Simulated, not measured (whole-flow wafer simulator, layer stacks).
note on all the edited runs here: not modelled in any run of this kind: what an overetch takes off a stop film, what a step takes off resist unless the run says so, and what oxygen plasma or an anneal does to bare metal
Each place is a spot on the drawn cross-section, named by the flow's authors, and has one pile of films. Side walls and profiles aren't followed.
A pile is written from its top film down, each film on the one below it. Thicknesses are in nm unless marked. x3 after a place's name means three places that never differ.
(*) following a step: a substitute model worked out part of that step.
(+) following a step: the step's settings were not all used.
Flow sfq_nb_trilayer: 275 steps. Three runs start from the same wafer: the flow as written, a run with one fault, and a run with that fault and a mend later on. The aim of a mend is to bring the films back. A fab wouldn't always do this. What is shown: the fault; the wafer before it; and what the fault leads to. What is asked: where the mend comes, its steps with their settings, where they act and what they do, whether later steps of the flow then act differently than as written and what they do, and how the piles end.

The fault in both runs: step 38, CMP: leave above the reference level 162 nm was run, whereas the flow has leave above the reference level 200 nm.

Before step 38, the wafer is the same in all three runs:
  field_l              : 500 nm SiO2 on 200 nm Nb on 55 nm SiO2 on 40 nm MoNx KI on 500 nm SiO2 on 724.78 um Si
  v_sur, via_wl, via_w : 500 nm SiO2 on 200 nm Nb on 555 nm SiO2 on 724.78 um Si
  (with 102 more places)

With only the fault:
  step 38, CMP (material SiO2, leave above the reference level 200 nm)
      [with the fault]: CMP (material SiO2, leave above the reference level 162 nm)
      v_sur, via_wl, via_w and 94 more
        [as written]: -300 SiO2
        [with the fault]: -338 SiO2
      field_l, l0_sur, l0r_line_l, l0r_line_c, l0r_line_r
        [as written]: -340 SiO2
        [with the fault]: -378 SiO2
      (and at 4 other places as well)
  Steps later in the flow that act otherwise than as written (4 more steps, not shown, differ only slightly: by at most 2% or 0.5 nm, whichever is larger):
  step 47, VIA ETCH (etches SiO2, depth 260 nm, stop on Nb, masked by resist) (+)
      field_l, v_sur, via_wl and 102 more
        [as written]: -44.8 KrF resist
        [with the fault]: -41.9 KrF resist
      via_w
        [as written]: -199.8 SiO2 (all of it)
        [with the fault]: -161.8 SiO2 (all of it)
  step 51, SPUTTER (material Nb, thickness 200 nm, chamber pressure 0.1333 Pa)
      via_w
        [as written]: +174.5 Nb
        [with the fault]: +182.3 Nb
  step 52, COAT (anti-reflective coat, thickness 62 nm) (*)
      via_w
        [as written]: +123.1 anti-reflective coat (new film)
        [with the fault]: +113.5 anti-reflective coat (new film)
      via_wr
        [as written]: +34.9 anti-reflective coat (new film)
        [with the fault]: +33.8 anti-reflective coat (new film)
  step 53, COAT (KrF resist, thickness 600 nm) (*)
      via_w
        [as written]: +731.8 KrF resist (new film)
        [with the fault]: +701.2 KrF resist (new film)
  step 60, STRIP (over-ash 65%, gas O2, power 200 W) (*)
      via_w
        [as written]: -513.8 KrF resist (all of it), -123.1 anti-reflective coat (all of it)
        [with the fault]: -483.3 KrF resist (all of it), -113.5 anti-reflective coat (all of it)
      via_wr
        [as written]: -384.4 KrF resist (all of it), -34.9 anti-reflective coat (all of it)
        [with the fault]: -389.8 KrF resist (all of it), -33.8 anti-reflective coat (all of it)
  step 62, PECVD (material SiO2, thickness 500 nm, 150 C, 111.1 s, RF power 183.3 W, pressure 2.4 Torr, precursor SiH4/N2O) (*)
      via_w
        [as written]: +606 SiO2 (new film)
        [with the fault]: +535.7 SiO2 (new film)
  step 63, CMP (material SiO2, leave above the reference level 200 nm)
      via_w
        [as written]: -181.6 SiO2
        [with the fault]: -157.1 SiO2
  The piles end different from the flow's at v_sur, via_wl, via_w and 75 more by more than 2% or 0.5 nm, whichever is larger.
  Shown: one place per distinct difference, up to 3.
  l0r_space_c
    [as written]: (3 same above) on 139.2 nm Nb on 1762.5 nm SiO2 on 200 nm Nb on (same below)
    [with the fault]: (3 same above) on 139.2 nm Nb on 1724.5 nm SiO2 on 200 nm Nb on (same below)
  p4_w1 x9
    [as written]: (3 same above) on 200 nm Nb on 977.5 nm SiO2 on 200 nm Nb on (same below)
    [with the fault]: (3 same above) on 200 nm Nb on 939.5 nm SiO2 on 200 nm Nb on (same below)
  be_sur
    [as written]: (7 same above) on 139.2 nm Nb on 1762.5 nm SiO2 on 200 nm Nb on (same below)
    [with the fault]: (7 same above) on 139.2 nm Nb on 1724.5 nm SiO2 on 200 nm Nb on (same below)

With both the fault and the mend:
  The mend follows step 39.
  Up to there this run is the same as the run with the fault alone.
  step 39a, PECVD (material SiO2, thickness 38 nm, 150 C, 8.444 s, RF power 183.3 W, pressure 2.4 Torr, precursor SiH4/N2O) (the flow's step 37 again, with other settings)
      field_l, v_sur, via_wl and 103 more
        +38 SiO2
  Later steps of the flow that are run all act as written at every place that is followed.
  At every place that both follow, the piles at the end match the flow's.
